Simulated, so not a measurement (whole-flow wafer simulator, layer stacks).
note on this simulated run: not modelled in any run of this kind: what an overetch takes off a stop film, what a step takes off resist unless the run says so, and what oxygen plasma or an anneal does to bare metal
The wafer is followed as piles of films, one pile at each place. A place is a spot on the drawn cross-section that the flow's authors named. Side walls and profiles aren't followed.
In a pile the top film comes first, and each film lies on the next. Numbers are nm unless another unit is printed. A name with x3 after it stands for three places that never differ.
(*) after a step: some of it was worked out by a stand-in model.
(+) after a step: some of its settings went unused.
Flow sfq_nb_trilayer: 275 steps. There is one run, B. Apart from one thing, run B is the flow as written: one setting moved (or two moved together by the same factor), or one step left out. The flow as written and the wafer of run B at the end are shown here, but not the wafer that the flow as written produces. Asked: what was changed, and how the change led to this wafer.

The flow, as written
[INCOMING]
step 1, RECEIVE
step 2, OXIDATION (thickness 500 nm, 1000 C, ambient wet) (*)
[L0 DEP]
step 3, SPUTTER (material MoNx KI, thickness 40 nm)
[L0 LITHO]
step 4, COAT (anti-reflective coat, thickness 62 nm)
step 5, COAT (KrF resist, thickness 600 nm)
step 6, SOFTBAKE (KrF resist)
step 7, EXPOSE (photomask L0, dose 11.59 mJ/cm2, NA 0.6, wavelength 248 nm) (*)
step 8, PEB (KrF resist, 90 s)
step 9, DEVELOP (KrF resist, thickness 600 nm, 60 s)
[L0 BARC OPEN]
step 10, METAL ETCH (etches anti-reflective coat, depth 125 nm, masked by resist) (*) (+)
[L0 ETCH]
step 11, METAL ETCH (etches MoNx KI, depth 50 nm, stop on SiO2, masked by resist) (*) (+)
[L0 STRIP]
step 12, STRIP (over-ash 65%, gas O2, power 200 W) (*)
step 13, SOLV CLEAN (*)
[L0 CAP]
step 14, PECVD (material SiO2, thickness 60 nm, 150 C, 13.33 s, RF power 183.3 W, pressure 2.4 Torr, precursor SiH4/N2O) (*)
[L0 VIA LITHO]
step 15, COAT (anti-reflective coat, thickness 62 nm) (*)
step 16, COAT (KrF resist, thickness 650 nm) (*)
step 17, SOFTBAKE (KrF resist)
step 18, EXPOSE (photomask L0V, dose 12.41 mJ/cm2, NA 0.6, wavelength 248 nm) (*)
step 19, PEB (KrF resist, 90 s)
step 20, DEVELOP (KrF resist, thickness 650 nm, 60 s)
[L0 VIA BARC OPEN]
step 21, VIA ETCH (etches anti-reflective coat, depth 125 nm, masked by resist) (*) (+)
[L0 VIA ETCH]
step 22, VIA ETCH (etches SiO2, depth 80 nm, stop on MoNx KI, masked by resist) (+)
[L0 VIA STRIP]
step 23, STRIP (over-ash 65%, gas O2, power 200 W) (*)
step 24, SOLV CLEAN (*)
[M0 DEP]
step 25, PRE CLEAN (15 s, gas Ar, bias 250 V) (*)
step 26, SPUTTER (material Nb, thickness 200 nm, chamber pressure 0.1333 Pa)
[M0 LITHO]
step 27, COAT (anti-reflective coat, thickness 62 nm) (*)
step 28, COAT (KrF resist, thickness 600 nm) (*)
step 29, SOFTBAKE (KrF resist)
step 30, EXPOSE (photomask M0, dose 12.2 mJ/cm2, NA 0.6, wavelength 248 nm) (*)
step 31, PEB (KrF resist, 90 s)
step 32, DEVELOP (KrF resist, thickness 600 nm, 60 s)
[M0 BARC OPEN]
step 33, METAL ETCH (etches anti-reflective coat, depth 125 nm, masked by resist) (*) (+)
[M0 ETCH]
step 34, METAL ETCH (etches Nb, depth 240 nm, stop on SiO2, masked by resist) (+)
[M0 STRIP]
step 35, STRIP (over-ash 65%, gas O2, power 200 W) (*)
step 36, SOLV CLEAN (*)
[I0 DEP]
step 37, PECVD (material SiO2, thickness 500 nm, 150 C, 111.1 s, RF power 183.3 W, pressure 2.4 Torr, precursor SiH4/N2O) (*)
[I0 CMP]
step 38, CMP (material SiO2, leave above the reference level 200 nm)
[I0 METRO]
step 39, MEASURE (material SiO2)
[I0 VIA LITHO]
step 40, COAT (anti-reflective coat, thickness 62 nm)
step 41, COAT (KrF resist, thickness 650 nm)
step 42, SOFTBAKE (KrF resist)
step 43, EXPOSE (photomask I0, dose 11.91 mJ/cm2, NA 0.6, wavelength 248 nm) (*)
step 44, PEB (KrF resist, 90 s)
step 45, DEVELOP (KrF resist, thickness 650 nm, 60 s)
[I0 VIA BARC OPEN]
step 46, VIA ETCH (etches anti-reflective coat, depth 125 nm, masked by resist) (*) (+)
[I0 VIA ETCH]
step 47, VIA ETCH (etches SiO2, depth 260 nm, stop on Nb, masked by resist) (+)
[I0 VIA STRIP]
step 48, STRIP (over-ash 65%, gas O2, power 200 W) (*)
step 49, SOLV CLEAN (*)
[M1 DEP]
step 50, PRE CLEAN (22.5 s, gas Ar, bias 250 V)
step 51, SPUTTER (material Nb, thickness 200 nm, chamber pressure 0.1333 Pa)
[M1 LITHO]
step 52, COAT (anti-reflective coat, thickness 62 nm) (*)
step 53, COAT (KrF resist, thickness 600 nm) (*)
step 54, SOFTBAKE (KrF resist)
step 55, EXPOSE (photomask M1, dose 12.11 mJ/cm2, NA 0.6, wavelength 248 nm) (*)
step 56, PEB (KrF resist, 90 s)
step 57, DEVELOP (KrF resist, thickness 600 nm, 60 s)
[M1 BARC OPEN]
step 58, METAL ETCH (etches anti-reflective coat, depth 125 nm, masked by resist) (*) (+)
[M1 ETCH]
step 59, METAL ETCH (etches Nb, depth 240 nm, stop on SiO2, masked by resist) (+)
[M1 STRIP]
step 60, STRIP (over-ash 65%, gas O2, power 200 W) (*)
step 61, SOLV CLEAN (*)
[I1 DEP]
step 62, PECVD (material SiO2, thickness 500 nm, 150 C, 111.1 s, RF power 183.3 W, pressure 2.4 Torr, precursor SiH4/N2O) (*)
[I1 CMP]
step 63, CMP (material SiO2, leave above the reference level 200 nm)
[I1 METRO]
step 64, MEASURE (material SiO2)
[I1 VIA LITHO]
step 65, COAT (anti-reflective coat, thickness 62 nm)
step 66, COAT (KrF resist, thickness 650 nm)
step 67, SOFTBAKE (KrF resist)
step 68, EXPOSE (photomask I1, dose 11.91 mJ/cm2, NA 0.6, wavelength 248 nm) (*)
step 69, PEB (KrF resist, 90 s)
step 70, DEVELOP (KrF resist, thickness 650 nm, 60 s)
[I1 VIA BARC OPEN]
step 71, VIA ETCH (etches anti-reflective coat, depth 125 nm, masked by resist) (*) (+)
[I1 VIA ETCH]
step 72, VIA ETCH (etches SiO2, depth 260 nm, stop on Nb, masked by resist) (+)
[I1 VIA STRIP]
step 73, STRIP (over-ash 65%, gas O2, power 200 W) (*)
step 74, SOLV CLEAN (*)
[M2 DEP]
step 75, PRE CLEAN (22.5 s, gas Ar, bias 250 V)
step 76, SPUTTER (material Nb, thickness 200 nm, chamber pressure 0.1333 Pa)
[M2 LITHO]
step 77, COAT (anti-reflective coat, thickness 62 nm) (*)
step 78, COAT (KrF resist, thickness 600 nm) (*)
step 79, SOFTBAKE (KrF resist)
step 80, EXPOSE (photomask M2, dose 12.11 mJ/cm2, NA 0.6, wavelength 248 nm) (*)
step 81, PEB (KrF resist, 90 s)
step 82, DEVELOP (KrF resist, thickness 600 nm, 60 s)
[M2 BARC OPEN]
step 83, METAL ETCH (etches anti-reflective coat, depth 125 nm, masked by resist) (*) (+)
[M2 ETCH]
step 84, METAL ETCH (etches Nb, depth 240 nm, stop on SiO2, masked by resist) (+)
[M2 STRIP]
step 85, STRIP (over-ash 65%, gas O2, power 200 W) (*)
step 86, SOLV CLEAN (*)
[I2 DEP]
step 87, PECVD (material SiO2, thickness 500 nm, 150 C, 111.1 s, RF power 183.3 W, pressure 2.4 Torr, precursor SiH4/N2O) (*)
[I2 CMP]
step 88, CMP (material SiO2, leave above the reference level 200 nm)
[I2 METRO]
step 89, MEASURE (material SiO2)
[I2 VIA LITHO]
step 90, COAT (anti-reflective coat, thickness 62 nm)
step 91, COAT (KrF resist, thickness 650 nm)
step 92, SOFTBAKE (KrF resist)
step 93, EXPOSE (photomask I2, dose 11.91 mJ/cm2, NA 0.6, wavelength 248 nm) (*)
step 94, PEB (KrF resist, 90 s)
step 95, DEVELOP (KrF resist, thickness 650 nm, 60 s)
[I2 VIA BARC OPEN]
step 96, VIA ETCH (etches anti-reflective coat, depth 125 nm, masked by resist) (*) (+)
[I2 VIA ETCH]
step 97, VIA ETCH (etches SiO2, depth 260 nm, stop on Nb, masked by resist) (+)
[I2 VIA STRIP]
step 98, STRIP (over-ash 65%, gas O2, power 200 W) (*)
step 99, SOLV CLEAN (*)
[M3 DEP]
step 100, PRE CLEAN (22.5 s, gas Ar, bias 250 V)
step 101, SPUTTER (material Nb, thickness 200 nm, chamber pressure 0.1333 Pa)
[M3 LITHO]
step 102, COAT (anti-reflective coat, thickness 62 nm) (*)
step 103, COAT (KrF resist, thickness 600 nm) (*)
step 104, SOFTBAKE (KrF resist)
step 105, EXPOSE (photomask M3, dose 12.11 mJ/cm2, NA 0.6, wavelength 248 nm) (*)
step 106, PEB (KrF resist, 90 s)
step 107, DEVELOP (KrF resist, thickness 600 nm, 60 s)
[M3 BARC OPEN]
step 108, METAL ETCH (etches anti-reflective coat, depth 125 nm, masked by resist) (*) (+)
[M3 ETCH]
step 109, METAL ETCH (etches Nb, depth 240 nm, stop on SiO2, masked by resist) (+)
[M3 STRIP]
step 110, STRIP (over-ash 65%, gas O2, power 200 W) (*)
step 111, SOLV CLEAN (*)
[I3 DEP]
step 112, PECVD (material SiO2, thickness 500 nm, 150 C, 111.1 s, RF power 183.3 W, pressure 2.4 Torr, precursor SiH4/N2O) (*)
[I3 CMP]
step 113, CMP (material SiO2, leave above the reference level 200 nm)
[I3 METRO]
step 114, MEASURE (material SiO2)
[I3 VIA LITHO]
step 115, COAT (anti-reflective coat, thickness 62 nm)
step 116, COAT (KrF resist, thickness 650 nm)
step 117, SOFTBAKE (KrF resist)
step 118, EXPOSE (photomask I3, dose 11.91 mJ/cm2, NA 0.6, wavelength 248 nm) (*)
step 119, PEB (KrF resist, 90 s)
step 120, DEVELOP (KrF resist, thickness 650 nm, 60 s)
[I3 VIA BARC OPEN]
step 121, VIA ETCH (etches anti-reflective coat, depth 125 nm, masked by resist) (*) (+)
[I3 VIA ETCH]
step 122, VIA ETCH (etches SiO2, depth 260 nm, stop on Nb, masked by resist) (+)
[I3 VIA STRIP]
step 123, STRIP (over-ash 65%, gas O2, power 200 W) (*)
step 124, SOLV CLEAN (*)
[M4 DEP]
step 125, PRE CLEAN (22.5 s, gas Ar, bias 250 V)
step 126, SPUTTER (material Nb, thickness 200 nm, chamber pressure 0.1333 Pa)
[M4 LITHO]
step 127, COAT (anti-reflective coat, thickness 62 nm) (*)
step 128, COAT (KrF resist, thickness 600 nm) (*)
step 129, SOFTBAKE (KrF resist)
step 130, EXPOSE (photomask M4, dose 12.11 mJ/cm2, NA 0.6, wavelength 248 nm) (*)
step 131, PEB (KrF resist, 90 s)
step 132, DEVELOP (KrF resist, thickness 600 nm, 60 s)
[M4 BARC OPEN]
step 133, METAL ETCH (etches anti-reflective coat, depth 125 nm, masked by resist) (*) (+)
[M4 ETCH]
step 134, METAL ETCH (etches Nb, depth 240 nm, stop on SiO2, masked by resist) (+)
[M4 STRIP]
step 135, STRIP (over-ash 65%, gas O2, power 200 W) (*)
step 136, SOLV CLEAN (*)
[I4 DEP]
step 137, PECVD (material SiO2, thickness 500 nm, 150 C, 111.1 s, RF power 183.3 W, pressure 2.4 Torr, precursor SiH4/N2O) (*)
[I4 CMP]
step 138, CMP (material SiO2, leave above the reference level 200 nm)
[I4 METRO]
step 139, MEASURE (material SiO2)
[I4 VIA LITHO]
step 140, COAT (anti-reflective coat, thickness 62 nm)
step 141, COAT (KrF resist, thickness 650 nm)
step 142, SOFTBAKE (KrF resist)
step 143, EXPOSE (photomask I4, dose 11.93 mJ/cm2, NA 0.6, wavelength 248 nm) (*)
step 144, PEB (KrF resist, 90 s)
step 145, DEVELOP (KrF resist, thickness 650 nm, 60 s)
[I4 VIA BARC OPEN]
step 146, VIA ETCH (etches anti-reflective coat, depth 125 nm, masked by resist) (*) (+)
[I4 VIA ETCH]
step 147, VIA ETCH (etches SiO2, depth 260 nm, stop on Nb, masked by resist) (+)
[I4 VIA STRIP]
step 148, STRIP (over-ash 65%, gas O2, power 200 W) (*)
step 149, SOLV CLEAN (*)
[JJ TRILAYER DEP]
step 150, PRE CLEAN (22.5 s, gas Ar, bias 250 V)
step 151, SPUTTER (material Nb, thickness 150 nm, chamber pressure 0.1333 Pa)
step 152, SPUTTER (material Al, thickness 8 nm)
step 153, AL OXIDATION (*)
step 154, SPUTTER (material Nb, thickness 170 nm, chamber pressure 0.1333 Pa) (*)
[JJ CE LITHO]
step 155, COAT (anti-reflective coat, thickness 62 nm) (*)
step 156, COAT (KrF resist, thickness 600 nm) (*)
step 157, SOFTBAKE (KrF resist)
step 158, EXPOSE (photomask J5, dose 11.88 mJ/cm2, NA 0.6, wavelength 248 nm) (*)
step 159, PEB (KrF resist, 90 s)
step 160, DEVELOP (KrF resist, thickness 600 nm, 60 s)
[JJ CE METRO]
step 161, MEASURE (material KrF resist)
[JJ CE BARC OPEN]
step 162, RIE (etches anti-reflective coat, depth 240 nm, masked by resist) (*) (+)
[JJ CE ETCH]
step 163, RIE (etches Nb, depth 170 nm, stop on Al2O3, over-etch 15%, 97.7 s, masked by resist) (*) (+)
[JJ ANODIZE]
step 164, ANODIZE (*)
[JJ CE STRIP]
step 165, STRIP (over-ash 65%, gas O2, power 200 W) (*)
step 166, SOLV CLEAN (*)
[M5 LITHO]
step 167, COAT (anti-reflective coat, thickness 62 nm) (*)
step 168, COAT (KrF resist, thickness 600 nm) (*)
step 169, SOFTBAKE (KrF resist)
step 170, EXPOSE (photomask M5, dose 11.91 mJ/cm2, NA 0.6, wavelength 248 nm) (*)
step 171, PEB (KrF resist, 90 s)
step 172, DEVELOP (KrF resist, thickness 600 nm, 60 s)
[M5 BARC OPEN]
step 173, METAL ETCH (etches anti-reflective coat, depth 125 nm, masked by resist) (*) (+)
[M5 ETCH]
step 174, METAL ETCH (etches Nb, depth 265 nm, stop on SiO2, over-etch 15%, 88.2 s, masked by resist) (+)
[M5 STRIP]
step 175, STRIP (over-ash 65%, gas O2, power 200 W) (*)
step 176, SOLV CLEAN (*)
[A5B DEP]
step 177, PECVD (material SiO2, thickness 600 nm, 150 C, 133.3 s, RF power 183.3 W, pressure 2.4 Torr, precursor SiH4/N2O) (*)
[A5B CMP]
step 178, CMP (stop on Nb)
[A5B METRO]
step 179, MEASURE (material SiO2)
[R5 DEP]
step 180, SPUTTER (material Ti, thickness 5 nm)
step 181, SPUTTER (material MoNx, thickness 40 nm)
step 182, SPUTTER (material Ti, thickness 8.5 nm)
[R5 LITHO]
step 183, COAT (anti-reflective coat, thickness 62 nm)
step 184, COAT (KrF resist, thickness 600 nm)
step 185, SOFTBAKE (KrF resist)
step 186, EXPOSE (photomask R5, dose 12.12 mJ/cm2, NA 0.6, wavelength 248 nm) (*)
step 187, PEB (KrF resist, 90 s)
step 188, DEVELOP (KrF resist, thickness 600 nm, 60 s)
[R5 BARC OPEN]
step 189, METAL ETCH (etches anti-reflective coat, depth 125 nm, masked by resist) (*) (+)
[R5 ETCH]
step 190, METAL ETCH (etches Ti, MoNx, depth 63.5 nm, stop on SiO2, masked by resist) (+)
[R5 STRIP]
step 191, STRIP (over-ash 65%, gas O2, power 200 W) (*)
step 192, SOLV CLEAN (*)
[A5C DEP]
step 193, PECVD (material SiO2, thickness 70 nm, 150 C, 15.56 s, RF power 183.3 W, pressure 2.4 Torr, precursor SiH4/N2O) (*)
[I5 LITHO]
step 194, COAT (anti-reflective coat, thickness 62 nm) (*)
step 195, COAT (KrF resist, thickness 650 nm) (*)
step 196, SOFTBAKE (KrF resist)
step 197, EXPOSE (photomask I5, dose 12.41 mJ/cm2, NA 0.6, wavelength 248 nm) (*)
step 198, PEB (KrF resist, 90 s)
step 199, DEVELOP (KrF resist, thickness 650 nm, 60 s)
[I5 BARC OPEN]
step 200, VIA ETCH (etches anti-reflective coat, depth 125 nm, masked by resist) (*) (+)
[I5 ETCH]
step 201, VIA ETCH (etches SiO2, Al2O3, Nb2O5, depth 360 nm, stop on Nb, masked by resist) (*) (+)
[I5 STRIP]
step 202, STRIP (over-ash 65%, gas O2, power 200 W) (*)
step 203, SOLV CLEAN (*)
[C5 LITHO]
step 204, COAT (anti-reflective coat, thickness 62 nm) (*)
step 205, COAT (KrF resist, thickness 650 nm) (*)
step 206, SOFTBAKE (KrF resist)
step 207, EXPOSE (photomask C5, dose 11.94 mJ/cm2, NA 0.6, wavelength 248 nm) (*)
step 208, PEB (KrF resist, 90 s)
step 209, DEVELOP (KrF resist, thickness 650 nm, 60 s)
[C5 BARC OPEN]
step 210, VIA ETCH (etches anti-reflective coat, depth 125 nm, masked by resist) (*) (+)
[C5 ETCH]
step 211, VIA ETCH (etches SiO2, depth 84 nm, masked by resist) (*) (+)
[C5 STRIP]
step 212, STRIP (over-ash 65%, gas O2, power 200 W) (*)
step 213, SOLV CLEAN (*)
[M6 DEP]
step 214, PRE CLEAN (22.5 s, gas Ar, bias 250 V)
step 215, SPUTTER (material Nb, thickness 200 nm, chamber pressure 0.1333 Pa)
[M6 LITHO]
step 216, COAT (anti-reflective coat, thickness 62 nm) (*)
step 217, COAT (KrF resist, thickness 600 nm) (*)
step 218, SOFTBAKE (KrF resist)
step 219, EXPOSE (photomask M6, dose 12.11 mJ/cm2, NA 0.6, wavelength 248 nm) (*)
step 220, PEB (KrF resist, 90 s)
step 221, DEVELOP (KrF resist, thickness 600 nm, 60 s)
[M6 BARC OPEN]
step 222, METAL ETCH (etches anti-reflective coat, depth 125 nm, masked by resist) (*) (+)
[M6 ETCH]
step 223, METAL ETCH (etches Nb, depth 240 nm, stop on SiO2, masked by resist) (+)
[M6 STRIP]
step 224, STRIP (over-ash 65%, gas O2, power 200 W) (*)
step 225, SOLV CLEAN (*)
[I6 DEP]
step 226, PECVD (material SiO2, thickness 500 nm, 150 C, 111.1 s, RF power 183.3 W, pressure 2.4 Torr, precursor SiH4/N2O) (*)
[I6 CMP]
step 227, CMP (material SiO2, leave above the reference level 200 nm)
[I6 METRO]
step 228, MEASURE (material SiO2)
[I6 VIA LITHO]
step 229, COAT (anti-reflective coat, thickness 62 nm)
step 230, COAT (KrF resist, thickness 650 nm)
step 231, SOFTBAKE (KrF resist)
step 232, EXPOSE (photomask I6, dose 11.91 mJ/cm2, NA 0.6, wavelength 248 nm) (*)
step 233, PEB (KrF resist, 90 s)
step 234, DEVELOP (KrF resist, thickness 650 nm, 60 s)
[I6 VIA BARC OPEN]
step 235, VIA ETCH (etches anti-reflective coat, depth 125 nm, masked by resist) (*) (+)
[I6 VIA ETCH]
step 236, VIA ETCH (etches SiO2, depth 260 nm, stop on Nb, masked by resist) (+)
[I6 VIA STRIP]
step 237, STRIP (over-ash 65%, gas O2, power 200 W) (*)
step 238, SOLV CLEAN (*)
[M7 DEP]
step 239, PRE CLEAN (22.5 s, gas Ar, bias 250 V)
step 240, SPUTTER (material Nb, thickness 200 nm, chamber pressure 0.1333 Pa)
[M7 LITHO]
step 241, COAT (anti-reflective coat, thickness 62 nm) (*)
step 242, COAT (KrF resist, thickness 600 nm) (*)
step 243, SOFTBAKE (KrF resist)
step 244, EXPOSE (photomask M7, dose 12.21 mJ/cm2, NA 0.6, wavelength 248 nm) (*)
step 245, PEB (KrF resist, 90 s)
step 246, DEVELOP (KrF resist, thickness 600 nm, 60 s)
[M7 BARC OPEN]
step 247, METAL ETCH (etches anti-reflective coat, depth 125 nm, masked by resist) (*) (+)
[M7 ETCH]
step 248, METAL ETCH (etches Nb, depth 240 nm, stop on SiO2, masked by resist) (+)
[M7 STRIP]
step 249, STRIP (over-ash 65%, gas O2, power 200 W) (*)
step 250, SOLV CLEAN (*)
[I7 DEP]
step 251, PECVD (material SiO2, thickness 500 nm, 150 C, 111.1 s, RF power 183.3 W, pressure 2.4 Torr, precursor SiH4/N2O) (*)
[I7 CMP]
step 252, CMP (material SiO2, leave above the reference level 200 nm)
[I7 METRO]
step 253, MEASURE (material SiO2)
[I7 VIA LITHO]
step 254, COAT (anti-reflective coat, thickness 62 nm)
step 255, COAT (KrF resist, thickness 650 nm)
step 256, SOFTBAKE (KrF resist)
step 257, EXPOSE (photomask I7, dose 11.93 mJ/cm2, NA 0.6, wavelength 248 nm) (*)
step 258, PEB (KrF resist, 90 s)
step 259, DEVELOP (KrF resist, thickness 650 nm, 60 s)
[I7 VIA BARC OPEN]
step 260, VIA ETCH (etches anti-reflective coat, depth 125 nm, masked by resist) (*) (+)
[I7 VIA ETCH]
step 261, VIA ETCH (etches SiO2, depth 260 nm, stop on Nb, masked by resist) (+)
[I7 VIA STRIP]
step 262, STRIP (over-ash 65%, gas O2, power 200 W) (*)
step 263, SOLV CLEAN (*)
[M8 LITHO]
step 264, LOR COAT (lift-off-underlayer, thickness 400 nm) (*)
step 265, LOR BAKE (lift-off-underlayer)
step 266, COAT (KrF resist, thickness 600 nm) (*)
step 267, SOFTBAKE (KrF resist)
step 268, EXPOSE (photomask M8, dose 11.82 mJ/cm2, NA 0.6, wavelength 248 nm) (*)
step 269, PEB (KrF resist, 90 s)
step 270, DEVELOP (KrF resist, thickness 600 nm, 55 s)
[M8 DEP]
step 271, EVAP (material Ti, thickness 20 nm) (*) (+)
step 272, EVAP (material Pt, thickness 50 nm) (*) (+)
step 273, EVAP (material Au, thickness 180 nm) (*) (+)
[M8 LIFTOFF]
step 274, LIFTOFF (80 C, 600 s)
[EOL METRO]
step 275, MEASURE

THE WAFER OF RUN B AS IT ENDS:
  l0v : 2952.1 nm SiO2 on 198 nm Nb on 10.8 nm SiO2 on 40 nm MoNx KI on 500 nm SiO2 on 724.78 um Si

The reason: step 22, VIA ETCH: depth 44 nm was run, though the flow has depth 80 nm.

Step by step, how the change led to this:
  step 22, VIA ETCH (etches SiO2, depth 80 nm, stop on MoNx KI, masked by resist) (+)
      l0v: -44 SiO2 (as written it would have been: -59.8 SiO2 (all of it))
      field_l, v_sur, via_wl and 102 more: -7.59 KrF resist (as written it would have been: -13.8 KrF resist)
  step 25, PRE CLEAN (15 s, gas Ar, bias 250 V) (*)
      l0v: -5 SiO2 (as written it would have been: -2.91 MoNx KI)
  step 27, COAT (anti-reflective coat, thickness 62 nm) (*)
      l0_sur: +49 anti-reflective coat (new film) (as written it would have been: +47.5 anti-reflective coat (new film))
      l0v: +73.8 anti-reflective coat (new film) (as written it would have been: +78 anti-reflective coat (new film))
  step 35, STRIP (over-ash 65%, gas O2, power 200 W) (*)
      l0_sur: -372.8 KrF resist (all of it), -49 anti-reflective coat (all of it) (as written it would have been: -372 KrF resist (all of it), -47.5 anti-reflective coat (all of it))
      l0v: -396.7 KrF resist (all of it), -73.8 anti-reflective coat (all of it) (as written it would have been: -405.3 KrF resist (all of it), -78 anti-reflective coat (all of it))
  step 38, CMP (material SiO2, leave above the reference level 200 nm)
      l0v: -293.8 SiO2 (as written it would have been: -277.8 SiO2)
With metal films that touch counted as one body, l0v has 2 bodies (between them, from the top down: SiO2 10.8); the flow as written gives 1 body.
